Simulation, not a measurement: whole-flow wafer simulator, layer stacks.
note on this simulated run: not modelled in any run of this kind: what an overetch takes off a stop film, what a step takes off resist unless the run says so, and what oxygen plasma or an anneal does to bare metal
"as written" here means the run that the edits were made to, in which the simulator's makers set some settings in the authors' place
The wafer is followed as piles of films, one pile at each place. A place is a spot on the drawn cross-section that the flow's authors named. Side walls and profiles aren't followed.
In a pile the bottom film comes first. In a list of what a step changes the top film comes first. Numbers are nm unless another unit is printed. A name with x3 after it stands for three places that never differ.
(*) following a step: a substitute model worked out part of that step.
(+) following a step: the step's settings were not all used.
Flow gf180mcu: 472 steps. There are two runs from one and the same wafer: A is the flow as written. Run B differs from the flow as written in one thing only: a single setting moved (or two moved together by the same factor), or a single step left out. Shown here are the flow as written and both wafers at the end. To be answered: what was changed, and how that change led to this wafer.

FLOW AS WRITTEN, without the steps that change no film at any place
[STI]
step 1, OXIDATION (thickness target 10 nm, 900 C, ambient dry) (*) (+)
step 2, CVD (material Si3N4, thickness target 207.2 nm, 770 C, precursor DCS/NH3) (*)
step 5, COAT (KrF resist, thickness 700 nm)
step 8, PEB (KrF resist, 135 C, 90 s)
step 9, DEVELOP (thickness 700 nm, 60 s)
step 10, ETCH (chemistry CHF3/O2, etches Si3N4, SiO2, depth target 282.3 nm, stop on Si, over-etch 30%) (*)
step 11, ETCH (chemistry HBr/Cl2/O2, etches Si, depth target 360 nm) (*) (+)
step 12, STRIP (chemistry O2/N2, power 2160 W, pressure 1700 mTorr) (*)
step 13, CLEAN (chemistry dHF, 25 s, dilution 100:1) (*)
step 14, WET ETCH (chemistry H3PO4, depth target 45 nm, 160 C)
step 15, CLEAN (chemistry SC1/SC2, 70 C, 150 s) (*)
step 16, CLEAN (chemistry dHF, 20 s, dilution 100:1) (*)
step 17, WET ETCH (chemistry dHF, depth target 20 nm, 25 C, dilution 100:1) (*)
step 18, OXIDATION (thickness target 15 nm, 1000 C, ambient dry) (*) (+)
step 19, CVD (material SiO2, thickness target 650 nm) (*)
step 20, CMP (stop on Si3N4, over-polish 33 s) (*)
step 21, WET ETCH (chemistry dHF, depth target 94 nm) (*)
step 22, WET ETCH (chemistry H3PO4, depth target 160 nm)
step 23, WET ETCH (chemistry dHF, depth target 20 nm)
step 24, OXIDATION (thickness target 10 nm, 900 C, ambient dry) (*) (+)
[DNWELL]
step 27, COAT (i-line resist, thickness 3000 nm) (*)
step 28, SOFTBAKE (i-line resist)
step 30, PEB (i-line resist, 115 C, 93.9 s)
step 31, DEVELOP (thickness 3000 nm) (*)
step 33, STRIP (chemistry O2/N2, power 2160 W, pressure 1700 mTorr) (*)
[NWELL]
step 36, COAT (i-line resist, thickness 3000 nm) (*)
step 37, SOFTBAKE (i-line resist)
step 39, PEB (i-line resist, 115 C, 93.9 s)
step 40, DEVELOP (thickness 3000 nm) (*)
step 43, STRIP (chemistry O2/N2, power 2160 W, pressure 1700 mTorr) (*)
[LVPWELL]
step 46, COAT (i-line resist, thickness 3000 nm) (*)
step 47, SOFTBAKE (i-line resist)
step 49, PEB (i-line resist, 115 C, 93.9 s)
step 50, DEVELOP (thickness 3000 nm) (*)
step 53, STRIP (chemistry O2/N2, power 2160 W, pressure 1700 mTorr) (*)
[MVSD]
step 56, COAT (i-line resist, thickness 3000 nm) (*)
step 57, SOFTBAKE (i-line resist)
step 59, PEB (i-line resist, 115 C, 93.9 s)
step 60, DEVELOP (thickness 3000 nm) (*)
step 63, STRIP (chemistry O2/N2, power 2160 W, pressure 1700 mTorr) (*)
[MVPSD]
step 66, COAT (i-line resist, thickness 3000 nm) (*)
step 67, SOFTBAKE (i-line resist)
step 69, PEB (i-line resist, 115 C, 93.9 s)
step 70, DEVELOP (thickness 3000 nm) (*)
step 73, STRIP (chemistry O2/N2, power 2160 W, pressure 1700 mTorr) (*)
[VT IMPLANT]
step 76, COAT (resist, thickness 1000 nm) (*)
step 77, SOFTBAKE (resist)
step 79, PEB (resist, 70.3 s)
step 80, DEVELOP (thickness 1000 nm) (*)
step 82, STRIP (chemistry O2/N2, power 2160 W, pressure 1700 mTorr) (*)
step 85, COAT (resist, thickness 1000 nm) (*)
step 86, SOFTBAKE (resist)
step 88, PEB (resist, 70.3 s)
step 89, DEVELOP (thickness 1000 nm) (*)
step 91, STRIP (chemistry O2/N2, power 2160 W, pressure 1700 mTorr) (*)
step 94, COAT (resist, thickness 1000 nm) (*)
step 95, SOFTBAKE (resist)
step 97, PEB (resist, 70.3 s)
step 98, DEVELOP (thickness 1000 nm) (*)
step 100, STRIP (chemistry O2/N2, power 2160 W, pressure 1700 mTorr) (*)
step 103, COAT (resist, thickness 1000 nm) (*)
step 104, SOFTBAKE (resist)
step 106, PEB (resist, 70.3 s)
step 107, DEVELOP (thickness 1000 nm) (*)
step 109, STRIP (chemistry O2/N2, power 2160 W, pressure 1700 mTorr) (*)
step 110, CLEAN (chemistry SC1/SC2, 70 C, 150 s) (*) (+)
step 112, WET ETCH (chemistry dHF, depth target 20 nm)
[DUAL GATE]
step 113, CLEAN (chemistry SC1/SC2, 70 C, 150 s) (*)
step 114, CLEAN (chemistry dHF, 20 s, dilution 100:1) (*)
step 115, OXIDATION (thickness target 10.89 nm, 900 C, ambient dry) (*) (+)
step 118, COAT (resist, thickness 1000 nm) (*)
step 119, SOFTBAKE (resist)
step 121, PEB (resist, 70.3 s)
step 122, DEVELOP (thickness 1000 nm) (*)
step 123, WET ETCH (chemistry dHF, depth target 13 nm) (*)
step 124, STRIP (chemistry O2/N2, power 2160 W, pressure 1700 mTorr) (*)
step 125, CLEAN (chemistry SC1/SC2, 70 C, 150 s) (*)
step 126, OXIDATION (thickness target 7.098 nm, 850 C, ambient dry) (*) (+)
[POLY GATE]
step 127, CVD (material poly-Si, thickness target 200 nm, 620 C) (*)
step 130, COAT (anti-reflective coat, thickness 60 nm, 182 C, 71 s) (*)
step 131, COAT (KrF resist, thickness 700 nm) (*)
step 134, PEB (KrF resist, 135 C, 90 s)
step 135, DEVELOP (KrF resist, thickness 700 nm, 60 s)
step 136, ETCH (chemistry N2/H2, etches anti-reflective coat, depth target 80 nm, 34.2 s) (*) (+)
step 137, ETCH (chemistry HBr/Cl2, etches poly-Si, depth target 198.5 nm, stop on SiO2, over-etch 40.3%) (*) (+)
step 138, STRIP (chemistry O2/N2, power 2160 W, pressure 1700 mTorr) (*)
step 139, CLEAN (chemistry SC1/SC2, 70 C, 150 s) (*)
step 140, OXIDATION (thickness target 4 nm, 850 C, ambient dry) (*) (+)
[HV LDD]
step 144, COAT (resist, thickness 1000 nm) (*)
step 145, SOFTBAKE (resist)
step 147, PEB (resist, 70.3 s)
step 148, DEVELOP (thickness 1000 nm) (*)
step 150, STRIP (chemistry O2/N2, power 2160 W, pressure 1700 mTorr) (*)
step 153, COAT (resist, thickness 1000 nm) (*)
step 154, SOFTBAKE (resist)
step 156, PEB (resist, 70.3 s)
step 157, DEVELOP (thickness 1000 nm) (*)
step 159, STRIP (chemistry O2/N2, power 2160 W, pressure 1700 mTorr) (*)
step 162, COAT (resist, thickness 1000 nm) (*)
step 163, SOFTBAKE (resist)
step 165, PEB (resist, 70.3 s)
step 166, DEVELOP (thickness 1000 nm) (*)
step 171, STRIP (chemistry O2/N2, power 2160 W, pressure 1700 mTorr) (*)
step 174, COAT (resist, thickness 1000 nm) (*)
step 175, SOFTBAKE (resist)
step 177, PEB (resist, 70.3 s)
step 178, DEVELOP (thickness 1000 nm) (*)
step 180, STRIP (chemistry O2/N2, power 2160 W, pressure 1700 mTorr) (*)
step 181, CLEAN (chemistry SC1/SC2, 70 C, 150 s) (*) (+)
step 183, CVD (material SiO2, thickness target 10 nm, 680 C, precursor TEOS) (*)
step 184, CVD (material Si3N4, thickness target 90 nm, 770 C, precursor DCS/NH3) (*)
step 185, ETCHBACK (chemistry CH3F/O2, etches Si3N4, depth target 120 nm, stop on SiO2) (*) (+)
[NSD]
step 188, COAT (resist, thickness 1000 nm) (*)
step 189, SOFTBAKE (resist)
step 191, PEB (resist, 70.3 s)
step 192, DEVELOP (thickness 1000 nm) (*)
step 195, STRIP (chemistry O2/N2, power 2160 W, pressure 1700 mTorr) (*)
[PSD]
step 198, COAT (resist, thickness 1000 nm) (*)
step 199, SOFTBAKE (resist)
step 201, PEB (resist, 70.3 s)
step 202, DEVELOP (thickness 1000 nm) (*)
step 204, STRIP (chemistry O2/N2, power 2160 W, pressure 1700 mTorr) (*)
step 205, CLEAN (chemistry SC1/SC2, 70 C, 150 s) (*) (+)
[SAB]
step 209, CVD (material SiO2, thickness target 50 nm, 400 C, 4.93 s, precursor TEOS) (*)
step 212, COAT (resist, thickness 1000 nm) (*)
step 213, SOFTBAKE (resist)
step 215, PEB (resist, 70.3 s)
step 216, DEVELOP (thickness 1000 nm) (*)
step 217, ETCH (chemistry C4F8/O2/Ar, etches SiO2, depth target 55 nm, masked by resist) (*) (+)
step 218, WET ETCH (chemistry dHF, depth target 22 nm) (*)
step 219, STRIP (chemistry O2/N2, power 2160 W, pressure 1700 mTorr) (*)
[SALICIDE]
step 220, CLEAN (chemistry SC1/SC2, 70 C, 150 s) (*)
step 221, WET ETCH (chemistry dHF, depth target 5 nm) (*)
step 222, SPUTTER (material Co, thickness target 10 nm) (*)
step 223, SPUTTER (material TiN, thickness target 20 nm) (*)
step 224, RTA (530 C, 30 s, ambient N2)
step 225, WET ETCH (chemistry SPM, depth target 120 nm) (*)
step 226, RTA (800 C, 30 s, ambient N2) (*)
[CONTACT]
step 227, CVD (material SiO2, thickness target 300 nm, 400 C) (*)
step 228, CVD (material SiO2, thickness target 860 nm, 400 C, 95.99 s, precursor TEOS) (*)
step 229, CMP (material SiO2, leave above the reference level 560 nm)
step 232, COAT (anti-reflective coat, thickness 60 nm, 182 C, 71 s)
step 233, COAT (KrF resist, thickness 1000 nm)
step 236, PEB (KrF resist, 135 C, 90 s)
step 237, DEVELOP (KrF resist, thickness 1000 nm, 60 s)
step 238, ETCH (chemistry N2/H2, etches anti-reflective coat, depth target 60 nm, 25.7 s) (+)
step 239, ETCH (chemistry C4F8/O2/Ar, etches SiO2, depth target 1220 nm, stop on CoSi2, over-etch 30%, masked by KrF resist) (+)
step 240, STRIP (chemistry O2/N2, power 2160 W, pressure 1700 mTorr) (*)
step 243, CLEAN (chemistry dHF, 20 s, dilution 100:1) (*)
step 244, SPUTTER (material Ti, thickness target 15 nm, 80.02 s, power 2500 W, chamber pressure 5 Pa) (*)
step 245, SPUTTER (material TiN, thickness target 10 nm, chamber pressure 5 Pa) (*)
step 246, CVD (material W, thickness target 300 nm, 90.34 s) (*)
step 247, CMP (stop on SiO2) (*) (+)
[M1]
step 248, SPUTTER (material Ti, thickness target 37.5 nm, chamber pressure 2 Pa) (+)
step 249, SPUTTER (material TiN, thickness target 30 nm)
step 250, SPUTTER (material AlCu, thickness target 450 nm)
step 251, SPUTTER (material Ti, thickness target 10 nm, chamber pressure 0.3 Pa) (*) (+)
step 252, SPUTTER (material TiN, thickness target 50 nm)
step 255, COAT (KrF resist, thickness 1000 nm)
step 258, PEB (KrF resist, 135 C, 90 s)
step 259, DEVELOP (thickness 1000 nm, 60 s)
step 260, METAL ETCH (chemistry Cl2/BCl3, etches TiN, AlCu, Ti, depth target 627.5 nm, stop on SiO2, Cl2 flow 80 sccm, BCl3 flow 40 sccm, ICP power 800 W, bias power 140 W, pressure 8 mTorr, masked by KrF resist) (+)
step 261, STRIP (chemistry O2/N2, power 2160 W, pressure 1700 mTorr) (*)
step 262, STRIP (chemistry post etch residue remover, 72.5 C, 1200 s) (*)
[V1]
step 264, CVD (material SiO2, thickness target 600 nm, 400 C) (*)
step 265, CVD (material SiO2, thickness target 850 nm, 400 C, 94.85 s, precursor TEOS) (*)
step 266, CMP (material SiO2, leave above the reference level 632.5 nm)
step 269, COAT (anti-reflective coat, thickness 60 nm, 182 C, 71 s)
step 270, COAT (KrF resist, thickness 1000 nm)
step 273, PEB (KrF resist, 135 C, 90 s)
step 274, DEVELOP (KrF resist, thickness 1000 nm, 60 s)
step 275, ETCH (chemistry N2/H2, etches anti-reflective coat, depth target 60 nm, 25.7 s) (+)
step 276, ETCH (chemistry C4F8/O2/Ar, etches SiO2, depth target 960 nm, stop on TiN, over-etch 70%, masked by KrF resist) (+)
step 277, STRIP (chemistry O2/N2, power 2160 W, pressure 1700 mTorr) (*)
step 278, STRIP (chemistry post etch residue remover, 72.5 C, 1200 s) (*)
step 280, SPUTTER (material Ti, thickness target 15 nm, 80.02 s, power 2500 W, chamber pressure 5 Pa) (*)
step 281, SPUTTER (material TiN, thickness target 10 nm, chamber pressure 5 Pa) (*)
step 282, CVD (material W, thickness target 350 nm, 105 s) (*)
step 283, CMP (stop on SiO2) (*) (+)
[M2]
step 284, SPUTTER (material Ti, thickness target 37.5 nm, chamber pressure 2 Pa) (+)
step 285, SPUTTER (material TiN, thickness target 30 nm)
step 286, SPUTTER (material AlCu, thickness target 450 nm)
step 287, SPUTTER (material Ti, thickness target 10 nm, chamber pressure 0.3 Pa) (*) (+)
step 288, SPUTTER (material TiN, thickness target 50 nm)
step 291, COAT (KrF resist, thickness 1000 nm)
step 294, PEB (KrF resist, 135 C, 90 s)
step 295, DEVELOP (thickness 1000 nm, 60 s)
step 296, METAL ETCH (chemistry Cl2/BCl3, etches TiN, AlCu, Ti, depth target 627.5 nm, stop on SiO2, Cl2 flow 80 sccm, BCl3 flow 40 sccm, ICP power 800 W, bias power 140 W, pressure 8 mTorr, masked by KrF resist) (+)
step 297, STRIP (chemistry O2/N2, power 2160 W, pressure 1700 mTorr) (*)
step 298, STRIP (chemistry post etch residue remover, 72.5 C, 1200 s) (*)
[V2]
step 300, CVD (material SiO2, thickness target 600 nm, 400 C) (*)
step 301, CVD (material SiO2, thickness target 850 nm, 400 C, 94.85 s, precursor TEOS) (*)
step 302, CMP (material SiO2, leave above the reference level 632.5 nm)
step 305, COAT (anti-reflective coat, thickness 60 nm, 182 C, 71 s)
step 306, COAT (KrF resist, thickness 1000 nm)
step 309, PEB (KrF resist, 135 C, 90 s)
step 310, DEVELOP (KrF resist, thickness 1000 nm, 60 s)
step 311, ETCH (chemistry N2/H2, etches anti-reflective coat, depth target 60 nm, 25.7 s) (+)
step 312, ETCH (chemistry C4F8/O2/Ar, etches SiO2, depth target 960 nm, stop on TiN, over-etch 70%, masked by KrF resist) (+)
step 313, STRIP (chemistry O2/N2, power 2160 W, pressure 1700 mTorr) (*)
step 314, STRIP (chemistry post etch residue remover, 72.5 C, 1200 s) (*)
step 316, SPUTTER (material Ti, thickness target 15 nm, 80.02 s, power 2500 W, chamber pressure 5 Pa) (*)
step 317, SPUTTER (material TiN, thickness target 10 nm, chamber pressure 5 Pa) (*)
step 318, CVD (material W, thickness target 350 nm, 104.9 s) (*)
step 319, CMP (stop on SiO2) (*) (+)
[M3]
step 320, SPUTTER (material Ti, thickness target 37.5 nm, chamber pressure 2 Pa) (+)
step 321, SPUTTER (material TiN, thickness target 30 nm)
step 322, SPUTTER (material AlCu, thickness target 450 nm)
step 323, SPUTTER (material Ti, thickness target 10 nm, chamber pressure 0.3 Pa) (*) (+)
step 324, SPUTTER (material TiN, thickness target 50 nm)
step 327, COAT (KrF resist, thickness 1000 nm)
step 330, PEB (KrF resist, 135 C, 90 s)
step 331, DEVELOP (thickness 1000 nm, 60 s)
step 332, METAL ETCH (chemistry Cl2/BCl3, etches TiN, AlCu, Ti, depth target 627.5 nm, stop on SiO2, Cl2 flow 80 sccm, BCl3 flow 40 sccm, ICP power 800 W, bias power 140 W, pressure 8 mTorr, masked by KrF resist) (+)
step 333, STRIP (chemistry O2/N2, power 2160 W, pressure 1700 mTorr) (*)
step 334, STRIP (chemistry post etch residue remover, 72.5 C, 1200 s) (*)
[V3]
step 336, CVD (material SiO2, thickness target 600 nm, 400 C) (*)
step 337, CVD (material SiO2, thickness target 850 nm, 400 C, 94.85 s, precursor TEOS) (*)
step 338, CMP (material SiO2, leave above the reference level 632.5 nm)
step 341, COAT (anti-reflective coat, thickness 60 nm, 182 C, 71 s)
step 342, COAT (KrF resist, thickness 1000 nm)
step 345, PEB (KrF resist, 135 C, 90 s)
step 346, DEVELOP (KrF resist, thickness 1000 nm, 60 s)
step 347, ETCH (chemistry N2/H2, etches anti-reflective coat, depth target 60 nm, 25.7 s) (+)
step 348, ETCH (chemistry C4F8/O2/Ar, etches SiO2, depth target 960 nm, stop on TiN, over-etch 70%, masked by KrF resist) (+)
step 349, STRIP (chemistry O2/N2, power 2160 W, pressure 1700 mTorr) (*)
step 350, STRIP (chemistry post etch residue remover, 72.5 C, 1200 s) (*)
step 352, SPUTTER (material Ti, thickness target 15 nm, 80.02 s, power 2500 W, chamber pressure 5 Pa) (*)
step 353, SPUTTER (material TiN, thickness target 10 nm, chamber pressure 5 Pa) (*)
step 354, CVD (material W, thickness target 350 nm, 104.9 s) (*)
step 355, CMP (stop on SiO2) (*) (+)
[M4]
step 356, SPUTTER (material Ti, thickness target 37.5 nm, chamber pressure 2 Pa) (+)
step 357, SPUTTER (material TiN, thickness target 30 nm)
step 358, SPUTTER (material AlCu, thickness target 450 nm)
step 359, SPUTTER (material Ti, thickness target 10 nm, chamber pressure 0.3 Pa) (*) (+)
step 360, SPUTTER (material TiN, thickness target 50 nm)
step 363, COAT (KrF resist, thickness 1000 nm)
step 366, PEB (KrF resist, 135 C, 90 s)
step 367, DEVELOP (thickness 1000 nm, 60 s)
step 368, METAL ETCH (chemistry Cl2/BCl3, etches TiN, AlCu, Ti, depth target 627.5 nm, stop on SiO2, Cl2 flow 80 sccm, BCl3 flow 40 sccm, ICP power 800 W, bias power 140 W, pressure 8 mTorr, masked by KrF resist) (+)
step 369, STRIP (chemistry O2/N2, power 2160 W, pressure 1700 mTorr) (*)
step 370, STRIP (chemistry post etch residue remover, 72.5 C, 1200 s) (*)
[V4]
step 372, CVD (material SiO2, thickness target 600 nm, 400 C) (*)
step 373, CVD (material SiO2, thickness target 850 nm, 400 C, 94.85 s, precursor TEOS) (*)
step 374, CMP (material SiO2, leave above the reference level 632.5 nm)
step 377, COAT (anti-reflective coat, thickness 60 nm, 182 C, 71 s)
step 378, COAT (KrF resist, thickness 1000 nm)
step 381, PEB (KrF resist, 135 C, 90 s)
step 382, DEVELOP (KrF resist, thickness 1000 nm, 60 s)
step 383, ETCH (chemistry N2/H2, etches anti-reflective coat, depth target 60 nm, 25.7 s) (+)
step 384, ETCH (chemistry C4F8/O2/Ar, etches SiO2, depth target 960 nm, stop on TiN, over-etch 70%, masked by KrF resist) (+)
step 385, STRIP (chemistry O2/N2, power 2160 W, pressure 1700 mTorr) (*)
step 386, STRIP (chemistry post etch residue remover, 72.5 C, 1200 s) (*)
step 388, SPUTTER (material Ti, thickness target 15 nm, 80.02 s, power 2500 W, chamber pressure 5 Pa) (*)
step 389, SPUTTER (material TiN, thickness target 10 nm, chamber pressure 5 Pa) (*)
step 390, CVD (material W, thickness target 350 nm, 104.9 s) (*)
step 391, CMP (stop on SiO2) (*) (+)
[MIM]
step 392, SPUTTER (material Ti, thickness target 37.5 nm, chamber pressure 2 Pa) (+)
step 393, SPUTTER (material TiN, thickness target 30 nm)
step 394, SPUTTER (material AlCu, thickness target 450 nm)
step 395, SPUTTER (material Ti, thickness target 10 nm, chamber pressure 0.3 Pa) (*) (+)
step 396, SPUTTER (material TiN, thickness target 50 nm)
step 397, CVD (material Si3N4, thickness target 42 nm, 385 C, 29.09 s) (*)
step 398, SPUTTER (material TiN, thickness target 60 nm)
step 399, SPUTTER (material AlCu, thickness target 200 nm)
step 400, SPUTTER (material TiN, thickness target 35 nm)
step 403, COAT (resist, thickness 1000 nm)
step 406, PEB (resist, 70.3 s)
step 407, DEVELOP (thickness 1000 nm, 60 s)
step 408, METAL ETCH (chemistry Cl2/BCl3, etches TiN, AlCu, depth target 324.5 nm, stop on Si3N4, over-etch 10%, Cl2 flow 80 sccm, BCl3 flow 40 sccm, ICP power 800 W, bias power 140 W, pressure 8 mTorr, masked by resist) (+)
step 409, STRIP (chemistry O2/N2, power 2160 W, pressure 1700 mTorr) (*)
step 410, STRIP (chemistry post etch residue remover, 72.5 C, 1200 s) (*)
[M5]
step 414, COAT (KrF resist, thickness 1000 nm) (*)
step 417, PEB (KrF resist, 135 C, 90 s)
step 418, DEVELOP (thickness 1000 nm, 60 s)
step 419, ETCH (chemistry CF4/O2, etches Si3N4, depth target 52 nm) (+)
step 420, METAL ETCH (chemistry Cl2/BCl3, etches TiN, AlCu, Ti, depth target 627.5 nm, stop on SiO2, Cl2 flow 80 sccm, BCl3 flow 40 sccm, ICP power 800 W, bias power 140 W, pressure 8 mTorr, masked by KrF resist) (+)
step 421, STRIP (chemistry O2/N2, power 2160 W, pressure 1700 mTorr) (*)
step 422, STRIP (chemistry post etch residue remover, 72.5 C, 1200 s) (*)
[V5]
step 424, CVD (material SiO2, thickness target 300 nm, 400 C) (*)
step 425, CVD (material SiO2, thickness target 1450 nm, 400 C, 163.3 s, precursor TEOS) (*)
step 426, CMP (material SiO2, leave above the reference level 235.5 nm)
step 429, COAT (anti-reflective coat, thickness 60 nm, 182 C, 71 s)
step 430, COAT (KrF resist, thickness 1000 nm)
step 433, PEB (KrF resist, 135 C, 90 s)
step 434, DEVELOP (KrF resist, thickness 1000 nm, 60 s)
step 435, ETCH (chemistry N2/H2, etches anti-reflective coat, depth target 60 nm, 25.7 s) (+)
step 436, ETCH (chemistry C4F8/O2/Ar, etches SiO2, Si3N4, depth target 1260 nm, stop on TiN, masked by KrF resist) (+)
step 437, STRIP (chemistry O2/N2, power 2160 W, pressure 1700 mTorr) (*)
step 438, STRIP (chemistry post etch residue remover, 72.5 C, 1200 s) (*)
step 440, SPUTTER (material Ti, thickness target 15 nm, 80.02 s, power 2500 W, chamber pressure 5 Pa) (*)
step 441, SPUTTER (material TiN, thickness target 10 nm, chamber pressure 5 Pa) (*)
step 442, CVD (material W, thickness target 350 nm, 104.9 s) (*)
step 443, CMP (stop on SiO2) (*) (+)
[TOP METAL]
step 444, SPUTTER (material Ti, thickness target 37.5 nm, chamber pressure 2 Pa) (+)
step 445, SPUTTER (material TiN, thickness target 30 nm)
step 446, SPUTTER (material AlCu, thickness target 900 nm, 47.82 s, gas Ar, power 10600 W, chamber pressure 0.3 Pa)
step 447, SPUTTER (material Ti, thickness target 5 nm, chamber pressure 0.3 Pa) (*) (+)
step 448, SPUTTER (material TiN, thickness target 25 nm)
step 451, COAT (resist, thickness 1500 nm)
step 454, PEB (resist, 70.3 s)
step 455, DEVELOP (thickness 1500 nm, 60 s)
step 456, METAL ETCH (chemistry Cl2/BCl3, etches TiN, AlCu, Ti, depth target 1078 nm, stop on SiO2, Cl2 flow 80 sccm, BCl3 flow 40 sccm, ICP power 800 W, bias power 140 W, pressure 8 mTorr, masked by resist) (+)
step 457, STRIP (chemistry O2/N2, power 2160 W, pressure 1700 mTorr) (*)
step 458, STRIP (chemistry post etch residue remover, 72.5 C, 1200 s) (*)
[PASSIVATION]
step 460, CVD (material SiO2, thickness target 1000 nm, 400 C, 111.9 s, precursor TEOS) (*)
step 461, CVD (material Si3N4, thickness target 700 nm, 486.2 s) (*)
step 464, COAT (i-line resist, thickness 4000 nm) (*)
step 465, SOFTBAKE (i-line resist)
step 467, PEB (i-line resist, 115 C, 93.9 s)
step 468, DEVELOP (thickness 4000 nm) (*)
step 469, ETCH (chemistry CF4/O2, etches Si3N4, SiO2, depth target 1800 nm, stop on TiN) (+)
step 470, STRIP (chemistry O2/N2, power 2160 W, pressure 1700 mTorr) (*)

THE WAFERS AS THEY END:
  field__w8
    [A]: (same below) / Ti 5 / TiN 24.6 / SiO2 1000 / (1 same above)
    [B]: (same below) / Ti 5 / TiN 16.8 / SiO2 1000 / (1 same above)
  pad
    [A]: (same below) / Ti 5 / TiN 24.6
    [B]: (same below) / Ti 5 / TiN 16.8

What caused this: step 448, SPUTTER: thickness target 17.2 nm was run, while the flow as written has thickness target 25 nm.

The path from the change to this, step by step:
  step 448, SPUTTER (material TiN, thickness target 25 nm)
      field, field__w1, field__w2 and 109 more: A +25 TiN (new film) | B +17.2 TiN (new film)
  step 456, METAL ETCH (chemistry Cl2/BCl3, etches TiN, AlCu, Ti, depth target 1078 nm, stop on SiO2, Cl2 flow 80 sccm, BCl3 flow 40 sccm, ICP power 800 W, bias power 140 W, pressure 8 mTorr, masked by resist) (+)
      field, field__w1, field__w2 and 103 more: A -25 TiN (all of it), -5 Ti (all of it), -900 AlCu (all of it), -30 TiN (all of it), -37.5 Ti (all of it) | B -17.2 TiN (all of it), -5 Ti (all of it), -900 AlCu (all of it), -30 TiN (all of it), -37.5 Ti (all of it)
